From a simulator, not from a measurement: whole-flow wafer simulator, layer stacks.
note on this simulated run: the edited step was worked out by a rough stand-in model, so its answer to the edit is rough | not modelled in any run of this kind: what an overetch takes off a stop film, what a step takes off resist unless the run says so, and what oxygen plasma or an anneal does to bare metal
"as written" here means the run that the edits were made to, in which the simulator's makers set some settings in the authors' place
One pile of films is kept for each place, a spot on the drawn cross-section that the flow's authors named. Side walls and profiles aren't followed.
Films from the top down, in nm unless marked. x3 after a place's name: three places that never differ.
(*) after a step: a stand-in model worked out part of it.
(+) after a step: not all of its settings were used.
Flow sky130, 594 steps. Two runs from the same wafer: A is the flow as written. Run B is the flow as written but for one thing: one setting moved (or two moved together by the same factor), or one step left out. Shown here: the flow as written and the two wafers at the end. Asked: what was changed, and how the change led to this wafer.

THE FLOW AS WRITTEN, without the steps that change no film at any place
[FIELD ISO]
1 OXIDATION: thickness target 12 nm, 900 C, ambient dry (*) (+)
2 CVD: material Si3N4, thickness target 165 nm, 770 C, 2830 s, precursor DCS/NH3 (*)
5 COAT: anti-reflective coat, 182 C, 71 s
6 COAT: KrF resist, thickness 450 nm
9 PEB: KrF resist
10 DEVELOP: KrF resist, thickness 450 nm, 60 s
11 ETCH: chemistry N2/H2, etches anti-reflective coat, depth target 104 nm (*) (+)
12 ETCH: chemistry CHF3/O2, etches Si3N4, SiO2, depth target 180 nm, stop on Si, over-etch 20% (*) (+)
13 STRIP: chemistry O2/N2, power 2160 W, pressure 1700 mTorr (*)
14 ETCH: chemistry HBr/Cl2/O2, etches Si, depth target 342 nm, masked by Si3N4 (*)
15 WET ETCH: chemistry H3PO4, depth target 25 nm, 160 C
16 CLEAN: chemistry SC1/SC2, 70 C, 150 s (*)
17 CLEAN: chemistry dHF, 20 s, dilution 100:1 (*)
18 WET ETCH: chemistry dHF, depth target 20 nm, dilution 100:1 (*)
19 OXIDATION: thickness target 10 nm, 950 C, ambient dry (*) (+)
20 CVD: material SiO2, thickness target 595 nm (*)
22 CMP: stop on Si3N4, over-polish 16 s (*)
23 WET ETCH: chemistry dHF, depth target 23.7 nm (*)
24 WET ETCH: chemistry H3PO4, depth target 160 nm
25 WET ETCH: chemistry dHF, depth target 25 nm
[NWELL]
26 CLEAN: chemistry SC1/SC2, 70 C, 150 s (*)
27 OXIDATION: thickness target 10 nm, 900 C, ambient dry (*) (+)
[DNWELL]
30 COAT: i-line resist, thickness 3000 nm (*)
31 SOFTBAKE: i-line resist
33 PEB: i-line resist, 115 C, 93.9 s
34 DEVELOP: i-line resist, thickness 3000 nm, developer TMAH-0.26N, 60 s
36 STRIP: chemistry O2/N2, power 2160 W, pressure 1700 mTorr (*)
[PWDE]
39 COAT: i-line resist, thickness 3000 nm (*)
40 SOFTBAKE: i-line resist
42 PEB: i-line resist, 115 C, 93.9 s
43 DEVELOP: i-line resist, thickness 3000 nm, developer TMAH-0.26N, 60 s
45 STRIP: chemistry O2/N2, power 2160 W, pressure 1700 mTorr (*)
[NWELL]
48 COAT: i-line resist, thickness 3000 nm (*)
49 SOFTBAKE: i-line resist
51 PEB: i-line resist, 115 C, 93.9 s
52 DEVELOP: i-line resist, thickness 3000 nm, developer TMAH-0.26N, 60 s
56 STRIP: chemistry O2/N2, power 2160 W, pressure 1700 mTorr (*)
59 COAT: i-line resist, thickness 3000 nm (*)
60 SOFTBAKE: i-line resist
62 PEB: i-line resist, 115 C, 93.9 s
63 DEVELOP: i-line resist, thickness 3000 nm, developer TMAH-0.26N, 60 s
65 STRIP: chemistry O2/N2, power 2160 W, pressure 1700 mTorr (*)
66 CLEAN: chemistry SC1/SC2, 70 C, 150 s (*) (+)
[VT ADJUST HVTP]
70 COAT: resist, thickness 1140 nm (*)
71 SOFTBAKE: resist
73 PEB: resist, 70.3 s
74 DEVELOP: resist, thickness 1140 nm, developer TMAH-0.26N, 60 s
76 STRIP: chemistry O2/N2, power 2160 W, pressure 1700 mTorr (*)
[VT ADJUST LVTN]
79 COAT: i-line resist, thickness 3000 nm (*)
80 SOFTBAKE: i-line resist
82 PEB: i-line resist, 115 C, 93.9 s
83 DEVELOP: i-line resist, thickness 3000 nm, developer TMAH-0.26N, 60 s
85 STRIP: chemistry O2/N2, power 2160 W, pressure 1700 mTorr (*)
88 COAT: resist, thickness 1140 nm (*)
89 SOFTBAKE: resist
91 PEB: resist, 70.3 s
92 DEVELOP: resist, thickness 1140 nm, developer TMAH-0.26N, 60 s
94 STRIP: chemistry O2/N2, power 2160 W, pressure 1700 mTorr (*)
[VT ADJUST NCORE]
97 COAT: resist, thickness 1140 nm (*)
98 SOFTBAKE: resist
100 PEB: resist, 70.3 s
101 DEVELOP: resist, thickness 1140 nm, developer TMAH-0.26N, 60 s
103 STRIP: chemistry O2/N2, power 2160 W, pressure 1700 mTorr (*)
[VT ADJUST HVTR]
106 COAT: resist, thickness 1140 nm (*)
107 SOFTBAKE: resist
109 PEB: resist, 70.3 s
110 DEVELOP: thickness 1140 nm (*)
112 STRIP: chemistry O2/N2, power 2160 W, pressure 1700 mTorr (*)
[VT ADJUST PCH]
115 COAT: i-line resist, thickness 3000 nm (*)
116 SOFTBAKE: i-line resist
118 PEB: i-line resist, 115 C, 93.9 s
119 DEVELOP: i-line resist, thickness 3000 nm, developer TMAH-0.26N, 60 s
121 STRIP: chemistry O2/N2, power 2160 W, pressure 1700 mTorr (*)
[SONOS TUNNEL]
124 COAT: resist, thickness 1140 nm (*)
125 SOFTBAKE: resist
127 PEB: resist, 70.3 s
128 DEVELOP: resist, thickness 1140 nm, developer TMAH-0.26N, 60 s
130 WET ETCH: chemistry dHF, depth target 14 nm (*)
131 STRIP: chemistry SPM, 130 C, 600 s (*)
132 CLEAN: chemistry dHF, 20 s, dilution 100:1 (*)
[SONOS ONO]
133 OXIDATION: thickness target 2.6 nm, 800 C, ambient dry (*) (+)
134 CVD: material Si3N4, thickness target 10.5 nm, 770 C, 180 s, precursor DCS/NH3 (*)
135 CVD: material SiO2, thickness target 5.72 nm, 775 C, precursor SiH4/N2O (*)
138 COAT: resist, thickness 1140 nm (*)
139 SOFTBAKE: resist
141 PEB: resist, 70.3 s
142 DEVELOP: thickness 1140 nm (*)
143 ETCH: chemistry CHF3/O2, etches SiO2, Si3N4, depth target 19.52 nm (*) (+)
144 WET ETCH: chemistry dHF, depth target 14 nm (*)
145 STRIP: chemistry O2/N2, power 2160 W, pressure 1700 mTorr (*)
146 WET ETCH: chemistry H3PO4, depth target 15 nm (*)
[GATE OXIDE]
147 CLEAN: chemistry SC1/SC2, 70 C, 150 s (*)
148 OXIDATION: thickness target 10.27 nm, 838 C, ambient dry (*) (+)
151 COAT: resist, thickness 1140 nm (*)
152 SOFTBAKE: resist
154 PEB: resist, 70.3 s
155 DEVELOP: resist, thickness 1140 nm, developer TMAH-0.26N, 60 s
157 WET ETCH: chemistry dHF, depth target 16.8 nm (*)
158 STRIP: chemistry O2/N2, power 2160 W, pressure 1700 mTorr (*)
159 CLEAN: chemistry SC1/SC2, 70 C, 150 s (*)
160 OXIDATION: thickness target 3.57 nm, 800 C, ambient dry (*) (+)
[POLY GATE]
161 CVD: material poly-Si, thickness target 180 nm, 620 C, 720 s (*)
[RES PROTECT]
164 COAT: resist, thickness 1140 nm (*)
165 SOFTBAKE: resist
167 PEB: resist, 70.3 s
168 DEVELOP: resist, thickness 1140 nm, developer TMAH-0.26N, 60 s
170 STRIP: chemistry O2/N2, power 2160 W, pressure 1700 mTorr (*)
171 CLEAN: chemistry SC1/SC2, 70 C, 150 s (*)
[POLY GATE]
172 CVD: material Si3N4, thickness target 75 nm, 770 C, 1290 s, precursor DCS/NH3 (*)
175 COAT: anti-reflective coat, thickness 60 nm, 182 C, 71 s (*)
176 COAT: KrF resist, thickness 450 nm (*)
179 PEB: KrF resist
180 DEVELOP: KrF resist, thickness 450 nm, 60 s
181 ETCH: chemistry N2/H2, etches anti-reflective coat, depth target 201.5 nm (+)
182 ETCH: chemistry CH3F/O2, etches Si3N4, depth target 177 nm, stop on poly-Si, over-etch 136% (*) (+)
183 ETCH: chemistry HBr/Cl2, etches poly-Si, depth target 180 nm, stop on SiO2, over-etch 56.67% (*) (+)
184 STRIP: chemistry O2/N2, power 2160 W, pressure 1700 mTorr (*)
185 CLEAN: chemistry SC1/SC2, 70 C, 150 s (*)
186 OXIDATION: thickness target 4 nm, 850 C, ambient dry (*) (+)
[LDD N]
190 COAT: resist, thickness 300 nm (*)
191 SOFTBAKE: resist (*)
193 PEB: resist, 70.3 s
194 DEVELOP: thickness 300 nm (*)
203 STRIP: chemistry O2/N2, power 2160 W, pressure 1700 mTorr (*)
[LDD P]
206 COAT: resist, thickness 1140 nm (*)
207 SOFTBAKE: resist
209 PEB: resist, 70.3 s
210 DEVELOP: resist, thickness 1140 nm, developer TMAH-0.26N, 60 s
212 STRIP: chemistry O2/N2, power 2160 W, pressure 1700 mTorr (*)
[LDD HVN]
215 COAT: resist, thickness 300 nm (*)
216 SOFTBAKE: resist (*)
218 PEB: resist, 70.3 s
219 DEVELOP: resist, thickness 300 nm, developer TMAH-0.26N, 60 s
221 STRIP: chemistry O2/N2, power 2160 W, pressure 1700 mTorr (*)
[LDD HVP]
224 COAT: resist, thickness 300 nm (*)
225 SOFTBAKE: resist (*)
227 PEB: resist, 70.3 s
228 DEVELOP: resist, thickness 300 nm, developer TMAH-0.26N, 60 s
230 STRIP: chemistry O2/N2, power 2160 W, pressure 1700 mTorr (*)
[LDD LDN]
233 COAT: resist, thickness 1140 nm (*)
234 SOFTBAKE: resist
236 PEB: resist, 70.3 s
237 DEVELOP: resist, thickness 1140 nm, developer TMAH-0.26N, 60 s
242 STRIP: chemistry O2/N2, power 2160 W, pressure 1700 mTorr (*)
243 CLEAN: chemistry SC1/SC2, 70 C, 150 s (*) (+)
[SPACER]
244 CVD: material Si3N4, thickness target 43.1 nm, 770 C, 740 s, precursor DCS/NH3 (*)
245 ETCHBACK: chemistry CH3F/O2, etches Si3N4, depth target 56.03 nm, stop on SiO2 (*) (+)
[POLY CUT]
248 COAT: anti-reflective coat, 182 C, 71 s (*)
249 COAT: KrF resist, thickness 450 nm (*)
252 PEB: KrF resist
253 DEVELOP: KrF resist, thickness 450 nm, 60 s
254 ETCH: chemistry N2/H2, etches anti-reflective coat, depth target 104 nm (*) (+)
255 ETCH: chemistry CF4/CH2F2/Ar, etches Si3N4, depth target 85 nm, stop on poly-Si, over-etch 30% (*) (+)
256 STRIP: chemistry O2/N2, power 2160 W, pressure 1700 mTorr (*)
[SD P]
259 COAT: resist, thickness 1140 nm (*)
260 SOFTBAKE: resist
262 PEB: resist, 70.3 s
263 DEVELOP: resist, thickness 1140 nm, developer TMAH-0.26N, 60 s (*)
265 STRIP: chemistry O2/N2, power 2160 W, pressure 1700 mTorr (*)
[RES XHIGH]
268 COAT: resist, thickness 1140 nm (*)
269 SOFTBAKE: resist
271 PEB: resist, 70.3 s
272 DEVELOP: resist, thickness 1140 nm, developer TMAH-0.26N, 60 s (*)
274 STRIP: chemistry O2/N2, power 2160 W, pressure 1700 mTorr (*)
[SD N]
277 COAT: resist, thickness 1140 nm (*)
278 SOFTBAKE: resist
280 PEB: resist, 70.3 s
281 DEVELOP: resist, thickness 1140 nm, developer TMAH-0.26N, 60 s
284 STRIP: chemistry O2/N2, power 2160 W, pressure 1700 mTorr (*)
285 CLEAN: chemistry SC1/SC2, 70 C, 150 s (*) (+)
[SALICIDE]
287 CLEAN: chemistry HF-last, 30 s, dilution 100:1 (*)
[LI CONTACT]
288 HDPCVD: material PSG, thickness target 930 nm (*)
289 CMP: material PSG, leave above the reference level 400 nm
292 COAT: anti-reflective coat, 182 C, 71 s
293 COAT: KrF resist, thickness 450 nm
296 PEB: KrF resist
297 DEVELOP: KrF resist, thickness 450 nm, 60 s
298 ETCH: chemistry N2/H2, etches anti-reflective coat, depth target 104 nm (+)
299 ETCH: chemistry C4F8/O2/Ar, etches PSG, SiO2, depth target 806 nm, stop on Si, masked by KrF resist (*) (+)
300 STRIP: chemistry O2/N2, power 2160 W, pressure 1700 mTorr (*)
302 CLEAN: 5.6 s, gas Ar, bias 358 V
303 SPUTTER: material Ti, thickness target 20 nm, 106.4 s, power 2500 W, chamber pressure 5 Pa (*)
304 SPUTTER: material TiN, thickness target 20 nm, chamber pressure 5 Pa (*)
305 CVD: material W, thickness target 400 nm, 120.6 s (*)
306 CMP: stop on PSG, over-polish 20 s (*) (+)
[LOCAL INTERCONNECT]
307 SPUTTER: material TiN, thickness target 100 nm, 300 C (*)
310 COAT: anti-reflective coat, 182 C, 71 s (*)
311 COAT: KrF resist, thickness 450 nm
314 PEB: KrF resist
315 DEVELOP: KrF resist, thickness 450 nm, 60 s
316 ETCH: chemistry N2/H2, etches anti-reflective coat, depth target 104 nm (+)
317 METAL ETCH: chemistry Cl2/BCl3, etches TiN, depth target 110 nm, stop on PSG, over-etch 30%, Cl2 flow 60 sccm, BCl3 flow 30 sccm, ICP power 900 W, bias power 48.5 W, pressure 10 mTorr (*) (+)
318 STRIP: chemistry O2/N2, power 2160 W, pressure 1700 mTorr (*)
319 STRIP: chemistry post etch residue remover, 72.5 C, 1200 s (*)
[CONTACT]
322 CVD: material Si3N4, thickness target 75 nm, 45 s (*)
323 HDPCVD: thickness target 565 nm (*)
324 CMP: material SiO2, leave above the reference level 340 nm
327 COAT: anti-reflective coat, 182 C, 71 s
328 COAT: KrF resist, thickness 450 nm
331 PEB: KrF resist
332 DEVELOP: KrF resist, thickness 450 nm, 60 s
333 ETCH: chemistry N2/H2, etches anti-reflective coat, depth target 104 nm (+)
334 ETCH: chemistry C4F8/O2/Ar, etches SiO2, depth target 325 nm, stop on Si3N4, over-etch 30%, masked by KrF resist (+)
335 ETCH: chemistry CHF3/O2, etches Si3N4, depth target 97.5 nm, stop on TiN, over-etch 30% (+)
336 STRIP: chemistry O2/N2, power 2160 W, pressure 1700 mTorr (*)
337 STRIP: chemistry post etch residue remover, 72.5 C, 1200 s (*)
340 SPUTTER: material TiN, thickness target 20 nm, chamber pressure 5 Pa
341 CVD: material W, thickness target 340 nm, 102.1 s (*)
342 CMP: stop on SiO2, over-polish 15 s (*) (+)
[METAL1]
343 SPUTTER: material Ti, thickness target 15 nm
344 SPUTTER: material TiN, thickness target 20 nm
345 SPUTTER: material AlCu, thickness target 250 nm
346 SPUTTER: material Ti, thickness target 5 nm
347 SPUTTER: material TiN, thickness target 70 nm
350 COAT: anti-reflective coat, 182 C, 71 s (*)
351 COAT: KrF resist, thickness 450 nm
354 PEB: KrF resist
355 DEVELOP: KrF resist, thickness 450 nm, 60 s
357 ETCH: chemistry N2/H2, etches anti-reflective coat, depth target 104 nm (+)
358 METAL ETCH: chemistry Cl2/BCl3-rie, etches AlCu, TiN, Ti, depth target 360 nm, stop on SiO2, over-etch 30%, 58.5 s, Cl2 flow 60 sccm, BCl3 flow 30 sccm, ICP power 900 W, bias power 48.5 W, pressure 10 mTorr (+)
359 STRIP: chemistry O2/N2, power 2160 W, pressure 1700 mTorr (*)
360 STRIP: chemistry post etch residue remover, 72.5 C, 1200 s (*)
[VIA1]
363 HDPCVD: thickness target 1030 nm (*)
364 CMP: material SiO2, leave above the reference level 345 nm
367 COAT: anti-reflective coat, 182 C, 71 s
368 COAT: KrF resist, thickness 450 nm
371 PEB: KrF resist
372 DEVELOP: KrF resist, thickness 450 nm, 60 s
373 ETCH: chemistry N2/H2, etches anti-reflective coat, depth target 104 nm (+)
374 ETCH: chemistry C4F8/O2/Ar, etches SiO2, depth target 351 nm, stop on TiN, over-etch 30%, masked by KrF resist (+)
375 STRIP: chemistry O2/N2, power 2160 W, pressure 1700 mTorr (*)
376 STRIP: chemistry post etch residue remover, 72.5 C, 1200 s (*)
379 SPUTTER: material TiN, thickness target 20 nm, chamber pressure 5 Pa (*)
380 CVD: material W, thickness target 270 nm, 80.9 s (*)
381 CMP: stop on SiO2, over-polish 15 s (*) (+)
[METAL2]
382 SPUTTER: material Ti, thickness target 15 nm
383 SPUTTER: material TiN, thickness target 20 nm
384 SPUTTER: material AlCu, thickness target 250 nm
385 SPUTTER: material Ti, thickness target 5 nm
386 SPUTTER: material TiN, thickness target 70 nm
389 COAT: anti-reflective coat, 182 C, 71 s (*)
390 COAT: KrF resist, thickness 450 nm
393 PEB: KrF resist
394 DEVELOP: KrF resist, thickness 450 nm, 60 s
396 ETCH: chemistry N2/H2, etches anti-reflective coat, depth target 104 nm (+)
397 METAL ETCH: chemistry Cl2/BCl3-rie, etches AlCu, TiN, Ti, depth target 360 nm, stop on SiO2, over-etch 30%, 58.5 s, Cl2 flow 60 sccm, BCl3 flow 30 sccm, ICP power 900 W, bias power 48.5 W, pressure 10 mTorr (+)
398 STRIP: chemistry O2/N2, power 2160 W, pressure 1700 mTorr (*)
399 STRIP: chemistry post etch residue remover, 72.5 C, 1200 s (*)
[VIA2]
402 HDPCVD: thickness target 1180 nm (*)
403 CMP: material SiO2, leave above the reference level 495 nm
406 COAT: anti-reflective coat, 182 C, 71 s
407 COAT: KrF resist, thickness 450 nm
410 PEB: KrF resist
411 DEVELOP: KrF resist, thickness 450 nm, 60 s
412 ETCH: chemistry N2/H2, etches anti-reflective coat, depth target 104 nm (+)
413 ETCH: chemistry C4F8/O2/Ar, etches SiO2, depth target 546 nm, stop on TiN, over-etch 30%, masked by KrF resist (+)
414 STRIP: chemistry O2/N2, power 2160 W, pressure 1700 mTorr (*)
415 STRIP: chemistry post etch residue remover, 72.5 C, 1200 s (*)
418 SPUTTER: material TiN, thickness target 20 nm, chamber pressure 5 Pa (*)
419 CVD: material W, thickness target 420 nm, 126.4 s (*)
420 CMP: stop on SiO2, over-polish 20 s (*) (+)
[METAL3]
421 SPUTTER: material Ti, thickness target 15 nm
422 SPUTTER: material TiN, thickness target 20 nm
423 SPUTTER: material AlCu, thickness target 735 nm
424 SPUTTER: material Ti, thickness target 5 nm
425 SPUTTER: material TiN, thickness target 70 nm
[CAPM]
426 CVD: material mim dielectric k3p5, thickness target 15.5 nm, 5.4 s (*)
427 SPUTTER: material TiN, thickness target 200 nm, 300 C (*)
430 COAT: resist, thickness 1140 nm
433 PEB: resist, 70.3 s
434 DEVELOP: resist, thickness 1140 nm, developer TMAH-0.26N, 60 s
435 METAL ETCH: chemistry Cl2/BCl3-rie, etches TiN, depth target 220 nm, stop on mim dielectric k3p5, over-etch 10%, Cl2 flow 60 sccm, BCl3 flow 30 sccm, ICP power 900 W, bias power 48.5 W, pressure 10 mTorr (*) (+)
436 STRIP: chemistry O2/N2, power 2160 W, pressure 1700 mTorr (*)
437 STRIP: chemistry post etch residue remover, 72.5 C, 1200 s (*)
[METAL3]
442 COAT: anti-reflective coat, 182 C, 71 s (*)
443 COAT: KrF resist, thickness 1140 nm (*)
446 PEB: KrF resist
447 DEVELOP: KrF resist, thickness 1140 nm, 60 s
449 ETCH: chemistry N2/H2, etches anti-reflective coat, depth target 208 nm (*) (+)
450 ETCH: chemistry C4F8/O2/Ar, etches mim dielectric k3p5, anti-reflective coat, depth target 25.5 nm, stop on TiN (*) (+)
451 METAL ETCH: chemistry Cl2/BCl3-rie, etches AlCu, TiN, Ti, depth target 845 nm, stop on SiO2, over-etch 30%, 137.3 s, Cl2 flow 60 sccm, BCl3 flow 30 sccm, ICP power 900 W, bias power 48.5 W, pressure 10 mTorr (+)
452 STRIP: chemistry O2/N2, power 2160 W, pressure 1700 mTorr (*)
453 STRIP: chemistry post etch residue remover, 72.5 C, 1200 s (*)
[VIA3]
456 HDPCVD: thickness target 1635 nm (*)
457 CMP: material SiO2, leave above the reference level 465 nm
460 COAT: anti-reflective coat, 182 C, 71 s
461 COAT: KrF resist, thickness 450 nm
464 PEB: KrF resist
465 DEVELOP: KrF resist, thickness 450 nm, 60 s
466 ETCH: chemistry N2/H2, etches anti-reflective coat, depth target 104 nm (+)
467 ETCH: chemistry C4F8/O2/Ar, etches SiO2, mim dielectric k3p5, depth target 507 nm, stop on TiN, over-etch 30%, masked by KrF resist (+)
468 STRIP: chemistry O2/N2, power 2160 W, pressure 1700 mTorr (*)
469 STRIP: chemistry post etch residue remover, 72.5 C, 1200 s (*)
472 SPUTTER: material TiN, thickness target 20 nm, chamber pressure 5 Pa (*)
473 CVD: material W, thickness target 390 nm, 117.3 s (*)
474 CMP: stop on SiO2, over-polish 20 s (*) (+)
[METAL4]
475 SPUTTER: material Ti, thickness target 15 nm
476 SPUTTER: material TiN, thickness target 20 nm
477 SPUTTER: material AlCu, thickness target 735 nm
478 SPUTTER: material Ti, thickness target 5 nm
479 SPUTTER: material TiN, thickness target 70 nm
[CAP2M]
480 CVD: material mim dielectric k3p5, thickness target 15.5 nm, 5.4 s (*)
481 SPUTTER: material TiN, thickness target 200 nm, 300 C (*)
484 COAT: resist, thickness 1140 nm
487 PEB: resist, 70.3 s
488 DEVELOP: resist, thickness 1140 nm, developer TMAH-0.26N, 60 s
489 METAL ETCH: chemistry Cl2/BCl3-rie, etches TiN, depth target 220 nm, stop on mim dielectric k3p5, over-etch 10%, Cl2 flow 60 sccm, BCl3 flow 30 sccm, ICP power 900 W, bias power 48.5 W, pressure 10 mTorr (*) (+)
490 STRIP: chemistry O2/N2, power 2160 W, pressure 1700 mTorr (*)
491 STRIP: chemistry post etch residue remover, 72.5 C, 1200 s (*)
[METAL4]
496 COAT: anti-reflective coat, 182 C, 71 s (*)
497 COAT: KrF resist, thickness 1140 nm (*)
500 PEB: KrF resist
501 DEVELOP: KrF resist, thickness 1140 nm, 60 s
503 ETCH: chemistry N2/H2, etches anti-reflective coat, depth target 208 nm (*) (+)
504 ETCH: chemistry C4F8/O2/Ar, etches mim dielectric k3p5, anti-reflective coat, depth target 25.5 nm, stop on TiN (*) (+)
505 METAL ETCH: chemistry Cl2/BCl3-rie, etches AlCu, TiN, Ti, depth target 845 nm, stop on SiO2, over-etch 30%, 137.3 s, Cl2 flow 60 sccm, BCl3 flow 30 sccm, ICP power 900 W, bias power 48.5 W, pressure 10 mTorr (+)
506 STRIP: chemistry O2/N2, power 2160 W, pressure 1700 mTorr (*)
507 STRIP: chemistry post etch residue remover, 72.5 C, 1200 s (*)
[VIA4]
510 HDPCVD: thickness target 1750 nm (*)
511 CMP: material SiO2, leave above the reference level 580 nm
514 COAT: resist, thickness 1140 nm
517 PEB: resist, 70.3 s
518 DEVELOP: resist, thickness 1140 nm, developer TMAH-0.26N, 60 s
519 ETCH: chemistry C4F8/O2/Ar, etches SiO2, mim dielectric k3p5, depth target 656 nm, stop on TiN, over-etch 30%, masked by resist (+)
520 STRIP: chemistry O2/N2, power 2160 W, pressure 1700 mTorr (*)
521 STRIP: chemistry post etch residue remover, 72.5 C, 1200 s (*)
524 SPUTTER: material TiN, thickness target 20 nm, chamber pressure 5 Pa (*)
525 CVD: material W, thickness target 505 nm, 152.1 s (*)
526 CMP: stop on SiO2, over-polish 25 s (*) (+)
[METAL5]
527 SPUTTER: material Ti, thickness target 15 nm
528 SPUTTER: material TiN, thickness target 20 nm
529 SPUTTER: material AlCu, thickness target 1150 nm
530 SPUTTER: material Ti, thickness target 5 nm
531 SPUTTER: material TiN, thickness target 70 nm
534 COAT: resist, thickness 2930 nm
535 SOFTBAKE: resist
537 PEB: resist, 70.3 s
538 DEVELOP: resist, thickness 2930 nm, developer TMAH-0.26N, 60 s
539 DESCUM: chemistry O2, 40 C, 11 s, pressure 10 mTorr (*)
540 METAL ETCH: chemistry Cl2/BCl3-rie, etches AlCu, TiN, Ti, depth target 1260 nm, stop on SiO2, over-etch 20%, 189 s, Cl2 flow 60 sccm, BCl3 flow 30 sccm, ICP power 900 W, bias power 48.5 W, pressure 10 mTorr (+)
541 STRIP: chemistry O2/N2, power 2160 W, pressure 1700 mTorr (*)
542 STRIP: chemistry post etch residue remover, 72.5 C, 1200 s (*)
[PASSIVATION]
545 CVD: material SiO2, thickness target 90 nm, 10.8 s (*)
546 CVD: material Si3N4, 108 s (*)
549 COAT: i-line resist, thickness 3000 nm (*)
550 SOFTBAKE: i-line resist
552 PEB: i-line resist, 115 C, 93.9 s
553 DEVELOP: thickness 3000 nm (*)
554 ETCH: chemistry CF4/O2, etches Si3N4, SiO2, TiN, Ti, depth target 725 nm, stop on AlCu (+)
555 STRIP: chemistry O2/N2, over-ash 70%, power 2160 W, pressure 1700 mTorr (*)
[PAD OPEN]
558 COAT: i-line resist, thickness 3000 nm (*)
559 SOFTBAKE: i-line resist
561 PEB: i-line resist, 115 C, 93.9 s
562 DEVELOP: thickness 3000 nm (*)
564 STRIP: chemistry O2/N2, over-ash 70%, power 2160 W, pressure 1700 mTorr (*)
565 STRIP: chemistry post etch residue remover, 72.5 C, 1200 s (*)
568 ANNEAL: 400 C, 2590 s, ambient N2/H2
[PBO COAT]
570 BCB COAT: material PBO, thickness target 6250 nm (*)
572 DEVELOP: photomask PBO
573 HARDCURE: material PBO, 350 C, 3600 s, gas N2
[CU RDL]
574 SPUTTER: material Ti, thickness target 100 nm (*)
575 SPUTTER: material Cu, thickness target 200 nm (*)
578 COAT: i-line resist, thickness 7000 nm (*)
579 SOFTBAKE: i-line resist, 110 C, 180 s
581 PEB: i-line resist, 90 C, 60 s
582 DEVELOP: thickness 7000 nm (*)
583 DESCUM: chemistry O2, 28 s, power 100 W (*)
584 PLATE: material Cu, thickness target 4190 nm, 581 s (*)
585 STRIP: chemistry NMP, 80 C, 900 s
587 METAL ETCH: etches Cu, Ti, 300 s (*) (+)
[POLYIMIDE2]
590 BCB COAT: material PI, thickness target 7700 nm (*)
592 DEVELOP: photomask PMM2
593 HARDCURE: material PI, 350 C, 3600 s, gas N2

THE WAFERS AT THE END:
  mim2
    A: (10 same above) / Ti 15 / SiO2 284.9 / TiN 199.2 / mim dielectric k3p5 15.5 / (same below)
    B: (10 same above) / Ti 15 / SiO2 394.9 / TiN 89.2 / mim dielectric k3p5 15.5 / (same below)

The cause: step 481, SPUTTER: thickness target 90 nm was run, where the flow has thickness target 200 nm.

How the change led to this, step by step:
  481 SPUTTER: material TiN, thickness target 200 nm, 300 C (*)
      field, active, n_well and 189 more: A TiN +200 (new film) | B TiN +90 (new film)
  489 METAL ETCH: chemistry Cl2/BCl3-rie, etches TiN, depth target 220 nm, stop on mim dielectric k3p5, over-etch 10%, Cl2 flow 60 sccm, BCl3 flow 30 sccm, ICP power 900 W, bias power 48.5 W, pressure 10 mTorr (*) (+)
      field, active, n_well and 188 more: A TiN -200 (all of it) | B TiN -90 (all of it)
      mim2: A resist -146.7 | B resist -66
  490 STRIP: chemistry O2/N2, power 2160 W, pressure 1700 mTorr (*)
      mim2: A resist -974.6 (all of it) | B resist -1055.3 (all of it)
  496 COAT: anti-reflective coat, 182 C, 71 s (*)
      iso_guard__w2: A anti-reflective coat +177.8 (new film) | B anti-reflective coat +110.6 (new film)
      mim2: A anti-reflective coat +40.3 (new film) | B anti-reflective coat +34.2 (new film)
  497 COAT: KrF resist, thickness 1140 nm (*)
      iso_guard__w2: A KrF resist +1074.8 (new film) | B KrF resist +1120.2 (new film)
      mim2: A KrF resist +1018.9 (new film) | B KrF resist +1108.4 (new film)
  506 STRIP: chemistry O2/N2, power 2160 W, pressure 1700 mTorr (*)
      iso_guard__w2: A KrF resist -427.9 (all of it), anti-reflective coat -177.8 (all of it) | B KrF resist -473.2 (all of it), anti-reflective coat -110.6 (all of it)
      mim2: A KrF resist -372.1 (all of it), anti-reflective coat -40.3 (all of it) | B KrF resist -461.4 (all of it), anti-reflective coat -34.2 (all of it)
  511 CMP: material SiO2, leave above the reference level 580 nm
      mim2: A SiO2 -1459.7 | B SiO2 -1349.7
